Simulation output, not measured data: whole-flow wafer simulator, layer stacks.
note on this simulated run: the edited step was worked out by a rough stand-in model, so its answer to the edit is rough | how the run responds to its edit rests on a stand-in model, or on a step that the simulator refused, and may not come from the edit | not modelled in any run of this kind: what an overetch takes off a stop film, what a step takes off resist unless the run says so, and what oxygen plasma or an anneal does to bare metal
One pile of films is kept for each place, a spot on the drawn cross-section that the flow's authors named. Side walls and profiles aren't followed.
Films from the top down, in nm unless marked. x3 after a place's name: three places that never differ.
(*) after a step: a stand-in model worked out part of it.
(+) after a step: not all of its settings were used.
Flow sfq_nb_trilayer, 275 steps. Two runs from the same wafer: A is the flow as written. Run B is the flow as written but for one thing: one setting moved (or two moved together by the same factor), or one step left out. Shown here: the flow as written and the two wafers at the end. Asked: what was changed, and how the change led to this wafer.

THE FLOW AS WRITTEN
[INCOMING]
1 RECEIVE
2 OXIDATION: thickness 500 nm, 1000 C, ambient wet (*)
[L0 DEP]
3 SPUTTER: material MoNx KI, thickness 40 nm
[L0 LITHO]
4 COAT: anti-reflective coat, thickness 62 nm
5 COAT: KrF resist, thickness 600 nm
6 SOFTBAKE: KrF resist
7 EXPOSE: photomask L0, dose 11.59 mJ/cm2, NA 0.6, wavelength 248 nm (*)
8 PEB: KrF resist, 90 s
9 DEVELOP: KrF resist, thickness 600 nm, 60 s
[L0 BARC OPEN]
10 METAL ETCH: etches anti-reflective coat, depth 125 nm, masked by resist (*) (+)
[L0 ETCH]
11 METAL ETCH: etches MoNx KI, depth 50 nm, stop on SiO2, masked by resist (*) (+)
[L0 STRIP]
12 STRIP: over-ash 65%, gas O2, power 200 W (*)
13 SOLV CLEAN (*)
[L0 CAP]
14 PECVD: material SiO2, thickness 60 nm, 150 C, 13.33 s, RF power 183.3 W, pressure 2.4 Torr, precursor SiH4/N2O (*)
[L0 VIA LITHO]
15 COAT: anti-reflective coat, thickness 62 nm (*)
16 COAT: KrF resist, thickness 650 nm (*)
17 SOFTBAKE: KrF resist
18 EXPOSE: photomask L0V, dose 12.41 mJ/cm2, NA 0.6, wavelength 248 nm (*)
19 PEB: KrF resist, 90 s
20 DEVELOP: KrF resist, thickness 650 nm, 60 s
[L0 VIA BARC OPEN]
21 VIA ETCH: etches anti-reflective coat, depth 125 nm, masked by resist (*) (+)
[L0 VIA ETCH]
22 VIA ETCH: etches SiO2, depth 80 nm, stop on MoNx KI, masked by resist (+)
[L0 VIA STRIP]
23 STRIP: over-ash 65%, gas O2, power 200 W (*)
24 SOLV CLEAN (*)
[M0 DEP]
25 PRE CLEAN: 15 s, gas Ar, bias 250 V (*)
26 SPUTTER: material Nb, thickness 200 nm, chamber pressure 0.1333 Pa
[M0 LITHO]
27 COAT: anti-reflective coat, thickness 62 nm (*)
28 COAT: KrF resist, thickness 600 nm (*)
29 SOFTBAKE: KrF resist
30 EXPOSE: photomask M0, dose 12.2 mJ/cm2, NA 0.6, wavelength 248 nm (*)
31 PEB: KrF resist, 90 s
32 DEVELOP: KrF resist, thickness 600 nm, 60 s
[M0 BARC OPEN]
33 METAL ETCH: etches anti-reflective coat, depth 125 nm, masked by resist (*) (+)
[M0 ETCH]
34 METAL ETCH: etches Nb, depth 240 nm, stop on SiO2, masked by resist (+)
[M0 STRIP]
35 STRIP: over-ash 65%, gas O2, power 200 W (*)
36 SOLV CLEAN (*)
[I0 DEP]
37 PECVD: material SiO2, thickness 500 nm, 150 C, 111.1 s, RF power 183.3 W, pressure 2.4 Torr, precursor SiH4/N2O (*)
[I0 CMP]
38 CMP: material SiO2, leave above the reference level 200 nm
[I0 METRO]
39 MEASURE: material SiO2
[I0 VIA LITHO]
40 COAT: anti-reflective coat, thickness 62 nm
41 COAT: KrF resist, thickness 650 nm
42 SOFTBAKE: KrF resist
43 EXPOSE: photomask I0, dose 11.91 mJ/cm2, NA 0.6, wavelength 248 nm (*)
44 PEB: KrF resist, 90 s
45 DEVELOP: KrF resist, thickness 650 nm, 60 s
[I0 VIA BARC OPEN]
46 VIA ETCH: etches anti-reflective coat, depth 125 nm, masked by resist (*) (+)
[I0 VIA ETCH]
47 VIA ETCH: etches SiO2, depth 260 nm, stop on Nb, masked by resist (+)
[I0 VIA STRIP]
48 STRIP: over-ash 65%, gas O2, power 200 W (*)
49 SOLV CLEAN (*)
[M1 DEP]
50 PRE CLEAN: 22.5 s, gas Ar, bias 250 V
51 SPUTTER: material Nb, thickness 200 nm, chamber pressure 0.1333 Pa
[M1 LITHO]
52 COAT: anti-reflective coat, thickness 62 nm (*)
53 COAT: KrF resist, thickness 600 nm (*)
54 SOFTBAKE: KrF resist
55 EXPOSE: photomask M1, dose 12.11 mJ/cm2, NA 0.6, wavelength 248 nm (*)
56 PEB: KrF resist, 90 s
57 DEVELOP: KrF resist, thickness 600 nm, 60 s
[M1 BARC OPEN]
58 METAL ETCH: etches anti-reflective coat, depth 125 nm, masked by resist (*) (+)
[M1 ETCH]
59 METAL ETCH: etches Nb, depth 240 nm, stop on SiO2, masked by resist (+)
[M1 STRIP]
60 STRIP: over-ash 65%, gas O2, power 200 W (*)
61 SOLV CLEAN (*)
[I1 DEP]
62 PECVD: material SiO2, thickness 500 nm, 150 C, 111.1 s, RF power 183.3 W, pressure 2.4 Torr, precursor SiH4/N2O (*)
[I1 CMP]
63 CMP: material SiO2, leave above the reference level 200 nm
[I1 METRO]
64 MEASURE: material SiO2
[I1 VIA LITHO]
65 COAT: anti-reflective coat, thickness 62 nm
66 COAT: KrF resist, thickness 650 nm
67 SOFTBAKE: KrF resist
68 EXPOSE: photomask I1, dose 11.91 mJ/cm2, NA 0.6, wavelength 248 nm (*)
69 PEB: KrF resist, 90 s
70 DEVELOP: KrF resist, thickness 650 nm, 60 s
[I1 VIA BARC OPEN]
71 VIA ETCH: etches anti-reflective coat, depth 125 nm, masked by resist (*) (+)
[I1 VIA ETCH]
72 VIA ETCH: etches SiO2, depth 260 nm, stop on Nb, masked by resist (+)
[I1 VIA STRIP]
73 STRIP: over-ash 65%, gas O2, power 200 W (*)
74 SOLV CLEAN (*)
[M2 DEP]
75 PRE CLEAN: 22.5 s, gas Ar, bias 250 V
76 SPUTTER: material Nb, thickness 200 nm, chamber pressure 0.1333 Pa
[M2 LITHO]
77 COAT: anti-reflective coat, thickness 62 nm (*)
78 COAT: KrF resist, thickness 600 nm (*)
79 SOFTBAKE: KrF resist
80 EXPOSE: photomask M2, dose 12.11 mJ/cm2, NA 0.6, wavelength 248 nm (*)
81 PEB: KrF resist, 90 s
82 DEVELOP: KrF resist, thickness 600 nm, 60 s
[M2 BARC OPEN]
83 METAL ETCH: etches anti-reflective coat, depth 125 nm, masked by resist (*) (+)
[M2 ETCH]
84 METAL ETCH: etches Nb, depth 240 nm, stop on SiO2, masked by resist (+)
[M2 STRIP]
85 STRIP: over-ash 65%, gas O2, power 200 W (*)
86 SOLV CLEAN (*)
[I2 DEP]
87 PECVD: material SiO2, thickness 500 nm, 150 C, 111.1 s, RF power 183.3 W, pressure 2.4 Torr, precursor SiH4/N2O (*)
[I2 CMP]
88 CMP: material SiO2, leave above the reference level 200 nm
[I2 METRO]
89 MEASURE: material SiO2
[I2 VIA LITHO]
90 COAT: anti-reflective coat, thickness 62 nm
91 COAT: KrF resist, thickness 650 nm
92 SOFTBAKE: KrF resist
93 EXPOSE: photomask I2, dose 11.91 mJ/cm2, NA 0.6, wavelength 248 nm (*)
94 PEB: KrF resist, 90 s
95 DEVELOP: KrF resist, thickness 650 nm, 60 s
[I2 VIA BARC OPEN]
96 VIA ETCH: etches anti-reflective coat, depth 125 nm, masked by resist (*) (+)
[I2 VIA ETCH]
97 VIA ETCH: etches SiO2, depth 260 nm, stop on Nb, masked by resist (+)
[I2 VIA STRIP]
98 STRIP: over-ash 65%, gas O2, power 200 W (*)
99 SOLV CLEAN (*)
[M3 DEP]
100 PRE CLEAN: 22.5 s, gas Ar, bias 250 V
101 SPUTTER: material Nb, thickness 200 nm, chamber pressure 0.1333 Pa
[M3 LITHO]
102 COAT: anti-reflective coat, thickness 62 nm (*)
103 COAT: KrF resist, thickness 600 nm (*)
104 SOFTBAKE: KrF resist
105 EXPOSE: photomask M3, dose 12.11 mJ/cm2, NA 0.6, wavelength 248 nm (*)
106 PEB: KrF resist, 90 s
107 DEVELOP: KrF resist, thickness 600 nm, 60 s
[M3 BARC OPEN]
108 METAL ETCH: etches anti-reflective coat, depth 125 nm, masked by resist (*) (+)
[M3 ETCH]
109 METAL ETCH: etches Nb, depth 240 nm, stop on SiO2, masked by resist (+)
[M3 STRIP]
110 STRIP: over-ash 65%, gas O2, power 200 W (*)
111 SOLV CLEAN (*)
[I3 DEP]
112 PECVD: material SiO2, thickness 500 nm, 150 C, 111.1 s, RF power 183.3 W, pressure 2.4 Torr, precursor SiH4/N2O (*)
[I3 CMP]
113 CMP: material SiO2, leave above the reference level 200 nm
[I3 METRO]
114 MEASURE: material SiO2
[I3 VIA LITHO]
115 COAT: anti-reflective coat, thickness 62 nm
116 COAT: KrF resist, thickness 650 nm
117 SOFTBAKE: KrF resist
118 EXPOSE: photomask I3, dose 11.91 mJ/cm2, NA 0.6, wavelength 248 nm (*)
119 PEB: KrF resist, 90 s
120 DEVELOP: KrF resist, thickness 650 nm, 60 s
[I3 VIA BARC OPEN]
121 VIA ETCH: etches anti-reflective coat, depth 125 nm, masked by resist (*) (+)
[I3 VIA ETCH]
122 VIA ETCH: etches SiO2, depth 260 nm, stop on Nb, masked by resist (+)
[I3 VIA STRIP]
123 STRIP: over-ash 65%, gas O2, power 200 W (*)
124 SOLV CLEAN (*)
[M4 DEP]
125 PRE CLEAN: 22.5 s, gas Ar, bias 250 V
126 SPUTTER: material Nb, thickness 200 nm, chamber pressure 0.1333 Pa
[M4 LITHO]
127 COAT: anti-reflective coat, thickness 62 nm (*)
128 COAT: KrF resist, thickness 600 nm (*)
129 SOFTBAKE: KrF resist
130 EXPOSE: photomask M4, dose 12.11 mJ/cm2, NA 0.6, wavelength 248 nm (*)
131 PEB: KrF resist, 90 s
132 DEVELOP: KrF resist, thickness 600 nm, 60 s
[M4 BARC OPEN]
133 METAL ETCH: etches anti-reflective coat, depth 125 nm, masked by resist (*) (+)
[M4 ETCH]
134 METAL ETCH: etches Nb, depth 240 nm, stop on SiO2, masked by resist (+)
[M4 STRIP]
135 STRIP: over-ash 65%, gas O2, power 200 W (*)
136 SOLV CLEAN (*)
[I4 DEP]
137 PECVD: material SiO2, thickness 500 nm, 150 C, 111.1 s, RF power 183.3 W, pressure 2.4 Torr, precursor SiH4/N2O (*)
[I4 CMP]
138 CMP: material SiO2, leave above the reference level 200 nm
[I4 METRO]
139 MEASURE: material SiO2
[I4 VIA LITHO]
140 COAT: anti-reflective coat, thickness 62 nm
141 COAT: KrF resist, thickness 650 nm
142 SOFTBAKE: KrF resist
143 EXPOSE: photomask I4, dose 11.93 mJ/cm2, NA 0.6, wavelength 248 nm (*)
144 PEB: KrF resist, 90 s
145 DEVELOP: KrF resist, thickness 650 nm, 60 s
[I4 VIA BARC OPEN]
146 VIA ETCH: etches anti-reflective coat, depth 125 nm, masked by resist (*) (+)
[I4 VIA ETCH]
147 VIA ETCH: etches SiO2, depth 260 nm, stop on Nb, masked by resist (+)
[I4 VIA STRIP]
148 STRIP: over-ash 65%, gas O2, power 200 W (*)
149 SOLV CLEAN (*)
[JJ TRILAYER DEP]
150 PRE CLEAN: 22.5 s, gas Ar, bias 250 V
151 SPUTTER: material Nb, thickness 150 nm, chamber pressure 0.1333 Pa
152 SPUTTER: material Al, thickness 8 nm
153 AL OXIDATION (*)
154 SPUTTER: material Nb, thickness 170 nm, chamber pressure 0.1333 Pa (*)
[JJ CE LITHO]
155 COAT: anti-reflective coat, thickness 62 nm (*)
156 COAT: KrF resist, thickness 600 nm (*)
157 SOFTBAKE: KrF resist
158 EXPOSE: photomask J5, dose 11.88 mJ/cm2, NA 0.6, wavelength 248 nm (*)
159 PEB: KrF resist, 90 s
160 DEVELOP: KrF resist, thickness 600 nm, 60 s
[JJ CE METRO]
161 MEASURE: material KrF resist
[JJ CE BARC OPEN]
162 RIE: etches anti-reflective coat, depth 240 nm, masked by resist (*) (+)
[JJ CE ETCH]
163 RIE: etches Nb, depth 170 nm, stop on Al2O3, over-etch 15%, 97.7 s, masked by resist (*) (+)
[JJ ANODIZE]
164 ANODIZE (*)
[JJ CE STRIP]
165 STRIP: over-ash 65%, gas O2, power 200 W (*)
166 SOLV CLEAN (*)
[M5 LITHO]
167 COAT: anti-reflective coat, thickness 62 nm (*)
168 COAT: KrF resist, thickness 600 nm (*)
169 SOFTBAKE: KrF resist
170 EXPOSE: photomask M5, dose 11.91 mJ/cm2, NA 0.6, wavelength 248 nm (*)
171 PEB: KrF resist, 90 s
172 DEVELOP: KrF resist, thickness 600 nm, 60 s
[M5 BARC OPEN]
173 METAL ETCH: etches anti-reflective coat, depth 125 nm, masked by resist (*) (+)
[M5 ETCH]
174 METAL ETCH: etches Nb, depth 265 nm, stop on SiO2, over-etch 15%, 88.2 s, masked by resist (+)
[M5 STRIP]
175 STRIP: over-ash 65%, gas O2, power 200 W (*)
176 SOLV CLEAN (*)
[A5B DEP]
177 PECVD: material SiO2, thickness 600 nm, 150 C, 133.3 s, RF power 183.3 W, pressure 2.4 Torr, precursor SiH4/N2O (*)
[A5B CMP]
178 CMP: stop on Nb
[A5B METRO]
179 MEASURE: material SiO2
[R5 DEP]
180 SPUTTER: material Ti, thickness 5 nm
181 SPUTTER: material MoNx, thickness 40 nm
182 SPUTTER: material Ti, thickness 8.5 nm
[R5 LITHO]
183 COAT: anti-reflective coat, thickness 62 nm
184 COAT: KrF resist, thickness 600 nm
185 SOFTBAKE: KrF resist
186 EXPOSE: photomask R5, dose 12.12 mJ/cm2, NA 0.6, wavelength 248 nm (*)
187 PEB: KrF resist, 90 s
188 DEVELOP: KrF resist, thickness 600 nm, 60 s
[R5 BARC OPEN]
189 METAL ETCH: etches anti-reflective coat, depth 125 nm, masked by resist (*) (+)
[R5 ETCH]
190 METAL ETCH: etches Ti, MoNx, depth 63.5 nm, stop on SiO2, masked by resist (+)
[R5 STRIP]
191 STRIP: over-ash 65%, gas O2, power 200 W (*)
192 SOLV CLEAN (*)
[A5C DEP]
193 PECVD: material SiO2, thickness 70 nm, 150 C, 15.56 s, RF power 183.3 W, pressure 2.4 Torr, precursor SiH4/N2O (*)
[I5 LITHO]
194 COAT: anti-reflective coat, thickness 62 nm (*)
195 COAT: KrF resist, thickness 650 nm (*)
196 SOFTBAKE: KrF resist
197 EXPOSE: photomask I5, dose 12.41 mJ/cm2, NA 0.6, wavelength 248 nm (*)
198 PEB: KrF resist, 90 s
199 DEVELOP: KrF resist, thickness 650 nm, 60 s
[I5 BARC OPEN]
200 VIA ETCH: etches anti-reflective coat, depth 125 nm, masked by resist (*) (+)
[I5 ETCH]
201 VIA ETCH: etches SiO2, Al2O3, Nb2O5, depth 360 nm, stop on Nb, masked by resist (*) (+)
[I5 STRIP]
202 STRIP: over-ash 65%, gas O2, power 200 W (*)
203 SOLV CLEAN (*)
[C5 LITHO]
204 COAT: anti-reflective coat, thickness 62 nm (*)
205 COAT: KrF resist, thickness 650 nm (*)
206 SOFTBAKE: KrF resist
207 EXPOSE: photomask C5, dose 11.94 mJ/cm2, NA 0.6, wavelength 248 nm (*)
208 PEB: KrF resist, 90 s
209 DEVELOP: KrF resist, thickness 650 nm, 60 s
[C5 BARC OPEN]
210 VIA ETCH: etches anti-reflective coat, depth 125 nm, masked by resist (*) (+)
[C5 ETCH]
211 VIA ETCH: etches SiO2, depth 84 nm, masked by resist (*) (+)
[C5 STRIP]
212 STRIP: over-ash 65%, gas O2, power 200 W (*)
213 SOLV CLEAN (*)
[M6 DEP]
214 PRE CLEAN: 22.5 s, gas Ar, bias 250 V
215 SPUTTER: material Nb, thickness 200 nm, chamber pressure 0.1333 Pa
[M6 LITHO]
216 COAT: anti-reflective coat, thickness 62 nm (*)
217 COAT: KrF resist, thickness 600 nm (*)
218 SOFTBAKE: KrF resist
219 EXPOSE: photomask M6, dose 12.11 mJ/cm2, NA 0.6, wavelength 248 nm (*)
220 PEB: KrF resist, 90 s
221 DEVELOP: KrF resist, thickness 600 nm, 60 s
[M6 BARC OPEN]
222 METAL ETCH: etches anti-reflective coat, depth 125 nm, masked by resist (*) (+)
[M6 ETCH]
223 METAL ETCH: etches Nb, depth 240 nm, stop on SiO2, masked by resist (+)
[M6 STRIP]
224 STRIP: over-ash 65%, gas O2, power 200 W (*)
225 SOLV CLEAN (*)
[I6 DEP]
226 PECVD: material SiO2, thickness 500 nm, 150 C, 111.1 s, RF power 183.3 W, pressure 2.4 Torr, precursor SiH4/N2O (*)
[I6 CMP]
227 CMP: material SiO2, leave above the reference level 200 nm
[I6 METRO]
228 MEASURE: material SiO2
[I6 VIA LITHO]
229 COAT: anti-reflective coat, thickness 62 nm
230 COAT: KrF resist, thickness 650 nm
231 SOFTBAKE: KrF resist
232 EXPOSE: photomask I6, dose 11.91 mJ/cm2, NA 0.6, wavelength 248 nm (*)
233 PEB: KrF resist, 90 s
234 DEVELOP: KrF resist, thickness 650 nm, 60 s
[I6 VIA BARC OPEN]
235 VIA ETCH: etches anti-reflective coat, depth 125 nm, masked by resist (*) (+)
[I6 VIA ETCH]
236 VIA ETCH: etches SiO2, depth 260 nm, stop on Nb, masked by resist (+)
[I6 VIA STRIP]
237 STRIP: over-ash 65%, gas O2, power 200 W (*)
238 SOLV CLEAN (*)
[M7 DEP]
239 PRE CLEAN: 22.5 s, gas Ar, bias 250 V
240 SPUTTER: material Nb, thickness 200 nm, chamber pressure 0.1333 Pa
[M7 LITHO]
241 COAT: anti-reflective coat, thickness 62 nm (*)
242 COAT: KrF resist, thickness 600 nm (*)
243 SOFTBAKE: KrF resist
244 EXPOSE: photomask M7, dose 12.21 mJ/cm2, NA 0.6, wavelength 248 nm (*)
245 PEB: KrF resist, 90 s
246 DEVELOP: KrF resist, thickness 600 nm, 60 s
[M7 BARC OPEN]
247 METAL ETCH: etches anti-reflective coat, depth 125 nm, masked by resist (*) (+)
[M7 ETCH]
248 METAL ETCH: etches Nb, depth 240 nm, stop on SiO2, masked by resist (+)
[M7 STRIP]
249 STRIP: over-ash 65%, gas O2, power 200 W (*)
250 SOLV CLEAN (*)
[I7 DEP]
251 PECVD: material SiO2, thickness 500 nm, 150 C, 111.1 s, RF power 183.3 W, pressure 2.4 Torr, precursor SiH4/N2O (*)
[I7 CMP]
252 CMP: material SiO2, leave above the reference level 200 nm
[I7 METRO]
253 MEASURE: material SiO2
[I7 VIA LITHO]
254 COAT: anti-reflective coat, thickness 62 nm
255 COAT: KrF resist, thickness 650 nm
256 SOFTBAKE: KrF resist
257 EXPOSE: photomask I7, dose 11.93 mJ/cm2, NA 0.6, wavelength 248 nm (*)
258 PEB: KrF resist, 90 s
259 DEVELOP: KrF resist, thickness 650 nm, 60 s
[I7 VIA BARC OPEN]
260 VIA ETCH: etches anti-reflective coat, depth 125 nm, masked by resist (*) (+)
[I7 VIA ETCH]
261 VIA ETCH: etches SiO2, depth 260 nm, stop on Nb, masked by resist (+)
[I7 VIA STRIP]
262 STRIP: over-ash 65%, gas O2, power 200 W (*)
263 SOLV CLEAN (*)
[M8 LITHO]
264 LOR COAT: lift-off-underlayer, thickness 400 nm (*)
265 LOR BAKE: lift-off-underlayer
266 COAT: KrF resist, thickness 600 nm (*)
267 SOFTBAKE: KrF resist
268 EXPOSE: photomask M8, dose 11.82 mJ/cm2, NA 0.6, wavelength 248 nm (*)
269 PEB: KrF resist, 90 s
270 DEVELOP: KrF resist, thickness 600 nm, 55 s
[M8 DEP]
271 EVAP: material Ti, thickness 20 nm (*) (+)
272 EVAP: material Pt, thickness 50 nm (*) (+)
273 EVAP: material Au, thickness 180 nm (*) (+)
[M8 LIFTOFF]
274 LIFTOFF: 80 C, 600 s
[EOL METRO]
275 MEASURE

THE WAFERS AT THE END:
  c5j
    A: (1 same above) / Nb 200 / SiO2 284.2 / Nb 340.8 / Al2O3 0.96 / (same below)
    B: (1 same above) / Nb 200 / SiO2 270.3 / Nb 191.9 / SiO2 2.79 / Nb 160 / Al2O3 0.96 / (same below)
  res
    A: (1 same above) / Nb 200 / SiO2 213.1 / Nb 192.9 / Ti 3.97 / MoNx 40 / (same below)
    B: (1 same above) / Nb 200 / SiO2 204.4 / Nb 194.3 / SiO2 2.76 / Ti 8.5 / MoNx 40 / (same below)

The cause: step 211, VIA ETCH: depth 59.6 nm was run, where the flow has depth 84 nm.

How the change led to this, step by step:
  211 VIA ETCH: etches SiO2, depth 84 nm, masked by resist (*) (+)
      c5j: A SiO2 -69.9 (all of it), Nb -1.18 | B SiO2 -59.6
      res: A SiO2 -69.9 (all of it) | B SiO2 -59.6
      (and at 104 more places)
  214 PRE CLEAN: 22.5 s, gas Ar, bias 250 V
      c5j: A Nb -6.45 | B SiO2 -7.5
      res: A Ti -4.53 | B SiO2 -7.5
  215 SPUTTER: material Nb, thickness 200 nm, chamber pressure 0.1333 Pa
      c5j: A Nb +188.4 | B Nb +191.9 (new film)
  216 COAT: anti-reflective coat, thickness 62 nm (*)
      ce_l: A anti-reflective coat +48 (new film) | B anti-reflective coat +50.8 (new film)
      c5j: A anti-reflective coat +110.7 (new film) | B anti-reflective coat +103.4 (new film)
      (and at 2 more places)
  224 STRIP: over-ash 65%, gas O2, power 200 W (*)
      ce_l: A KrF resist -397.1 (all of it), anti-reflective coat -48 (all of it) | B KrF resist -395.4 (all of it), anti-reflective coat -50.8 (all of it)
      c5j: A KrF resist -418.3 (all of it), anti-reflective coat -110.7 (all of it) | B KrF resist -413 (all of it), anti-reflective coat -103.4 (all of it)
      (and at 2 more places)
  226 PECVD: material SiO2, thickness 500 nm, 150 C, 111.1 s, RF power 183.3 W, pressure 2.4 Torr, precursor SiH4/N2O (*)
      c5j: A SiO2 +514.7 (new film) | B SiO2 +500.8 (new film)
  227 CMP: material SiO2, leave above the reference level 200 nm
      res: A SiO2 -279.4 | B SiO2 -288.1
Counting metal films that touch as one body, c5j has 5 bodies (between them, from the top down: SiO2 270.3; SiO2 2.79; Al2O3 0.96; SiO2 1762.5); the flow as written gives 4 bodies (between them, from the top down: SiO2 284.2; Al2O3 0.96; SiO2 1762.5).
Counting metal films that touch as one body, res has 4 bodies (between them, from the top down: SiO2 204.4; SiO2 2.76; SiO2 2090.9); the flow as written gives 3 bodies (between them, from the top down: SiO2 213.1; SiO2 2090.9).
